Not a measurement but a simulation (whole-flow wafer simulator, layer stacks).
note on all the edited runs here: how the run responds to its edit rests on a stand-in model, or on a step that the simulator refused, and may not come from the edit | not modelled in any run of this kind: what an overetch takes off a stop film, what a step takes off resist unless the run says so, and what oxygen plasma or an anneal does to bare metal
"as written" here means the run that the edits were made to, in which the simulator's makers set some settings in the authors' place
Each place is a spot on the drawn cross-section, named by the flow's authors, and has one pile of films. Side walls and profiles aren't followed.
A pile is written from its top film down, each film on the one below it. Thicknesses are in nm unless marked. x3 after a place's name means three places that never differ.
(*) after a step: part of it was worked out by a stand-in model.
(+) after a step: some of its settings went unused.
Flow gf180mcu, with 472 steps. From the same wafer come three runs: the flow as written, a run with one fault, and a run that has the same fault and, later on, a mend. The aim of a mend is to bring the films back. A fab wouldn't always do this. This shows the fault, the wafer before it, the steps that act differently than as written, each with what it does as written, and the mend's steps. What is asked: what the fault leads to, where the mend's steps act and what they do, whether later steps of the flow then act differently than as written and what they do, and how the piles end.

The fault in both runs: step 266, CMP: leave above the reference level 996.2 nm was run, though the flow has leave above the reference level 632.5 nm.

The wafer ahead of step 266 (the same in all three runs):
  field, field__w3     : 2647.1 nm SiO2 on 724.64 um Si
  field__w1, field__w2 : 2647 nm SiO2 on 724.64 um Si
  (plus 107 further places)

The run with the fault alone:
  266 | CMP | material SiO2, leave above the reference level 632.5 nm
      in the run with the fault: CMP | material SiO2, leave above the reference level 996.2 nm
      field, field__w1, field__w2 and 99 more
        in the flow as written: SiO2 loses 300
        in the run with the fault: nothing
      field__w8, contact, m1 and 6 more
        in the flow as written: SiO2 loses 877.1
        in the run with the fault: SiO2 loses 513.4
  Steps later in the flow that act otherwise than as written (2 other steps are not shown; they differ only slightly, by no more than 2% or 0.5 nm, whichever is larger):
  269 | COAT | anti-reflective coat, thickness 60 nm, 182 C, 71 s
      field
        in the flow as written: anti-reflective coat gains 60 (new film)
        in the run with the fault: anti-reflective coat gains 85.5 (new film)
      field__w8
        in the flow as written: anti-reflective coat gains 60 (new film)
        in the run with the fault: anti-reflective coat gains 26.4 (new film)
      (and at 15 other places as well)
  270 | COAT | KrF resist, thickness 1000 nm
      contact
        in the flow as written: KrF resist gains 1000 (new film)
        in the run with the fault: KrF resist gains 976.4 (new film)
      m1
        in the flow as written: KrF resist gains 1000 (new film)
        in the run with the fault: KrF resist gains 973.6 (new film)
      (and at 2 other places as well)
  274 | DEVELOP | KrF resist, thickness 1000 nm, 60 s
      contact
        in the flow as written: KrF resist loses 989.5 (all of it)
        in the run with the fault: KrF resist loses 966.1 (all of it)
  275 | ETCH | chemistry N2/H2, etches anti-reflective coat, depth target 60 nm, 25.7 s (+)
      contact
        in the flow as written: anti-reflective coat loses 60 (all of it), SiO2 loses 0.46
        in the run with the fault: anti-reflective coat loses 30.3 (all of it), SiO2 loses 1.22
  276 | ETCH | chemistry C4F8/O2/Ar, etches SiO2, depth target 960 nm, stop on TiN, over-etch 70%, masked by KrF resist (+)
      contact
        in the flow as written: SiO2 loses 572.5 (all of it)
        in the run with the fault: SiO2 loses 935.4 (all of it)
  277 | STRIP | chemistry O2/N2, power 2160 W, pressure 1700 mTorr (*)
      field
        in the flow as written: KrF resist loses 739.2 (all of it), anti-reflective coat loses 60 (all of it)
        in the run with the fault: KrF resist loses 727.4 (all of it), anti-reflective coat loses 85.5 (all of it)
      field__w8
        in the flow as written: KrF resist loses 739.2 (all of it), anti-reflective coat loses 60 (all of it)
        in the run with the fault: KrF resist loses 732.1 (all of it), anti-reflective coat loses 26.4 (all of it)
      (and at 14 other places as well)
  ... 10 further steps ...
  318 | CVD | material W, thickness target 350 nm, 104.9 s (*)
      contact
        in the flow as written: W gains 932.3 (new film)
        in the run with the fault: W gains 994 (new film)
  The piles end different from the flow's at field, field__w1, field__w2 and 109 more by more than 2% or 0.5 nm, whichever is larger.
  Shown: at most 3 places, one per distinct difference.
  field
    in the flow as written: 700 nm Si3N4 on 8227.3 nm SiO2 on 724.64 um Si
    in the run with the fault: 700 nm Si3N4 on 8588.6 nm SiO2 on 724.64 um Si
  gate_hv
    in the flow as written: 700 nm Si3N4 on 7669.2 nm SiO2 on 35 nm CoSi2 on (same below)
    in the run with the fault: 700 nm Si3N4 on 8030.5 nm SiO2 on 35 nm CoSi2 on (same below)
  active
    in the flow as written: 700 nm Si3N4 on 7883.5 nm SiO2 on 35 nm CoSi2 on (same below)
    in the run with the fault: 700 nm Si3N4 on 8244.8 nm SiO2 on 35 nm CoSi2 on (same below)

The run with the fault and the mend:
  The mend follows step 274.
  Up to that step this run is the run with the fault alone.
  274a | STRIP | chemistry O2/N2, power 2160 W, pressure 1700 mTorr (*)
      iso_ptap_pw, iso_ntap_nw, iso_nw_fld and 33 more
        KrF resist loses 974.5 (all of it), anti-reflective coat loses 60 (all of it)
      field_sub, field_sub__w1, field_sub__w2 and 15 more
        KrF resist loses 975.1 (all of it), anti-reflective coat loses 60.2 (all of it)
      field__w6, field__w7, field__w11 and 7 more
        KrF resist loses 975.2 (all of it), anti-reflective coat loses 60.2 (all of it)
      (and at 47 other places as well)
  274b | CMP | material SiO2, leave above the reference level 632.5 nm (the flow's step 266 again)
      field, field__w1, field__w2 and 99 more
        SiO2 loses 300
      field__w8, contact, m1 and 6 more
        SiO2 loses 363.7
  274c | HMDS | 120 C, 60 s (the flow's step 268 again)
      leaves every film unchanged at each place that is followed
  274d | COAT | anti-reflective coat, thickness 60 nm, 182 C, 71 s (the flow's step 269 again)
      field, field__w1, field__w2 and 108 more
        anti-reflective coat gains 60 (new film)
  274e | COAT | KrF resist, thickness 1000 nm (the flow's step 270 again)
      field, field__w1, field__w2 and 108 more
        KrF resist gains 1000 (new film)
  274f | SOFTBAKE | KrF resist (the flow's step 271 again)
      leaves every film unchanged at each place that is followed
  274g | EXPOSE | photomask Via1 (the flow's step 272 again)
      leaves every film unchanged at each place that is followed
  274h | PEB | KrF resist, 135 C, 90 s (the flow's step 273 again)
      field, field__w1, field__w2 and 108 more
        KrF resist loses 10.5
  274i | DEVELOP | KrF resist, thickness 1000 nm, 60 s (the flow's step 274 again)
      field, field__w1, field__w2 and 107 more
        KrF resist loses 14.9
      contact
        KrF resist loses 989.5 (all of it)
  Later steps of the flow that are run all act as written at every place that is followed.
  By the end, the piles equal the flow's at every place that both follow.
